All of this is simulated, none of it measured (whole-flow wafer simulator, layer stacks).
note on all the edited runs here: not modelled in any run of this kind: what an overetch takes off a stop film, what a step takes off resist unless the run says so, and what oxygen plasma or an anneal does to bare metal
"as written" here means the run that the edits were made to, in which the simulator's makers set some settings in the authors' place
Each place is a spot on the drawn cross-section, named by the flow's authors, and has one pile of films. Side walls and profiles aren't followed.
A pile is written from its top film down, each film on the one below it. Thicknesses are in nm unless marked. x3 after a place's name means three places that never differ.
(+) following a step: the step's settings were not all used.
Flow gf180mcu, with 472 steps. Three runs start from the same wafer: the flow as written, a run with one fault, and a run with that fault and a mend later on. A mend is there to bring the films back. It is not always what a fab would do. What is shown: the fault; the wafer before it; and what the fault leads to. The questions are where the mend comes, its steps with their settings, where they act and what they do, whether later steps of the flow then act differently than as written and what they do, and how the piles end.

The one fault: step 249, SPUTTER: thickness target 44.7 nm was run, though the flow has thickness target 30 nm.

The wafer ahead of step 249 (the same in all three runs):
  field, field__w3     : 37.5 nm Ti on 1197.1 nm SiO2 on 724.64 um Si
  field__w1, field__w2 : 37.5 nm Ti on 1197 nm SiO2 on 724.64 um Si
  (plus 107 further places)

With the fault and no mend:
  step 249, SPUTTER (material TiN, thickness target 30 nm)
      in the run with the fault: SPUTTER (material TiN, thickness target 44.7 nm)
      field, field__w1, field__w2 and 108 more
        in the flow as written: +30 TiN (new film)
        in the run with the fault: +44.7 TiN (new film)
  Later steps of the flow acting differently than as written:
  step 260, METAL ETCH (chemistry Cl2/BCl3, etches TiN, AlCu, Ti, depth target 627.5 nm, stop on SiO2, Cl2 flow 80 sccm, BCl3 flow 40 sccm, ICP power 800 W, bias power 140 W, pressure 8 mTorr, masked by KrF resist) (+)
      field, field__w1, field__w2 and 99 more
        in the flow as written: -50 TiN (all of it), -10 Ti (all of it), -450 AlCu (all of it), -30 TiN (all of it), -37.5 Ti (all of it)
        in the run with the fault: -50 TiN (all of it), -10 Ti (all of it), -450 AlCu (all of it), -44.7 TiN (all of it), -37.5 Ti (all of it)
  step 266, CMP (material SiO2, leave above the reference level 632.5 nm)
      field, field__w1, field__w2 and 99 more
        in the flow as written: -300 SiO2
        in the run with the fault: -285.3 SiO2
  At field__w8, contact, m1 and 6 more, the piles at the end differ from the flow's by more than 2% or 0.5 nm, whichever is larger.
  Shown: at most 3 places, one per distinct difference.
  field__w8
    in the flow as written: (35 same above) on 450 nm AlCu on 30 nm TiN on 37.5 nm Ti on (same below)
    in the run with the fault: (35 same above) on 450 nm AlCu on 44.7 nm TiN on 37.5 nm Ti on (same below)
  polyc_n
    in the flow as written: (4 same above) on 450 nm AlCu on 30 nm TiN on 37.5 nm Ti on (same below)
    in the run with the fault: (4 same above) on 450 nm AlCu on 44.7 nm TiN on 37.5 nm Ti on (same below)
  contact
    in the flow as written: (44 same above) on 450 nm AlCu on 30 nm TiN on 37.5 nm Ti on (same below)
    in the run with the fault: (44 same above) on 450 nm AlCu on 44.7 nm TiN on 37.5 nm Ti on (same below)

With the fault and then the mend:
  The mend follows step 249.
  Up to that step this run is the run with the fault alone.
  step 249a, METAL ETCH (chemistry Cl2/BCl3, etches TiN, AlCu, Ti, depth target 14.7 nm, Cl2 flow 80 sccm, BCl3 flow 40 sccm, ICP power 800 W, bias power 140 W, pressure 8 mTorr)
      field, field__w1, field__w2 and 108 more
        -14.7 TiN
  Every later step of the flow that is run acts as written at every place that is followed.
  The piles end the same as the flow's at every place that both follow.
